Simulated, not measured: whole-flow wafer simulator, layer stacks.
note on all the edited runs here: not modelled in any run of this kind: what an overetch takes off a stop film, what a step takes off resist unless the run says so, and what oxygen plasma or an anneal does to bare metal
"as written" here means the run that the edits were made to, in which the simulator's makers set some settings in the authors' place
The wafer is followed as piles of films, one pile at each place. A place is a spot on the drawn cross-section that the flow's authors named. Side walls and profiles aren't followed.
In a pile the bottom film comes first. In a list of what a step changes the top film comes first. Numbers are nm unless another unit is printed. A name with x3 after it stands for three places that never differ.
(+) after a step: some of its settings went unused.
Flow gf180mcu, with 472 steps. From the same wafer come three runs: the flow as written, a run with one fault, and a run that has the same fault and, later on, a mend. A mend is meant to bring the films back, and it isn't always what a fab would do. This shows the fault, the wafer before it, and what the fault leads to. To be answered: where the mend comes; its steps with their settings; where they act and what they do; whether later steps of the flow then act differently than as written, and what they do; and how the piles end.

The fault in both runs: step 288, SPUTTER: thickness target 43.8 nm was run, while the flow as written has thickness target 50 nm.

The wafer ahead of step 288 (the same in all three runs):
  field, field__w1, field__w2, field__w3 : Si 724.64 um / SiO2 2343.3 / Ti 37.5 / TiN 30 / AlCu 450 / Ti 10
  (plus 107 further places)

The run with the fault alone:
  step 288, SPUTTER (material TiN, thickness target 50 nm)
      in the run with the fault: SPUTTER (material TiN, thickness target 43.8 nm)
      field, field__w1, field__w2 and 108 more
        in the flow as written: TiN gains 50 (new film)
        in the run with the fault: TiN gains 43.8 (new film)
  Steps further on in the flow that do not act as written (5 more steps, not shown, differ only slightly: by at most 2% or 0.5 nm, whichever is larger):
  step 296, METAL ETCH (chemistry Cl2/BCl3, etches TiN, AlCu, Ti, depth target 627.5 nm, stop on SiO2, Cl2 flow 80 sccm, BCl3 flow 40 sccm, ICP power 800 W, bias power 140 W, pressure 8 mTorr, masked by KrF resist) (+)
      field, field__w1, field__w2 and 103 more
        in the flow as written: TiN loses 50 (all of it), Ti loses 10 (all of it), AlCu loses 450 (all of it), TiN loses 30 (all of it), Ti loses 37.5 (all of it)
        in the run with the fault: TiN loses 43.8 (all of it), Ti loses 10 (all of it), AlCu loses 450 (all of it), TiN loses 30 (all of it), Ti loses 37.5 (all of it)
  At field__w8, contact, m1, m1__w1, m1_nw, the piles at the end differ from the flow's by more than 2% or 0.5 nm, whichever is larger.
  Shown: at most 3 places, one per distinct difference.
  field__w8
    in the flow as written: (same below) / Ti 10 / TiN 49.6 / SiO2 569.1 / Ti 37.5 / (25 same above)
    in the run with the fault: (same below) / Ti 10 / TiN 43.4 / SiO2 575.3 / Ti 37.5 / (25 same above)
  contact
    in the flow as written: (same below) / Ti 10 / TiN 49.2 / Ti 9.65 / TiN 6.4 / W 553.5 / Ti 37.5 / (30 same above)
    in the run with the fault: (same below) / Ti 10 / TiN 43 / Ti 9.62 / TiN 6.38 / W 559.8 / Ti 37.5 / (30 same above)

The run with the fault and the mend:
  After step 288 comes the mend.
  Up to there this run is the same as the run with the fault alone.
  step 288a, SPUTTER (material TiN, thickness target 6.2 nm) (the flow's step 288 again, with other settings)
      field, field__w1, field__w2 and 108 more
        TiN gains 6.2
  Every later step of the flow that is run acts as written at every place that is followed.
  At every place that both follow, the piles at the end match the flow's.
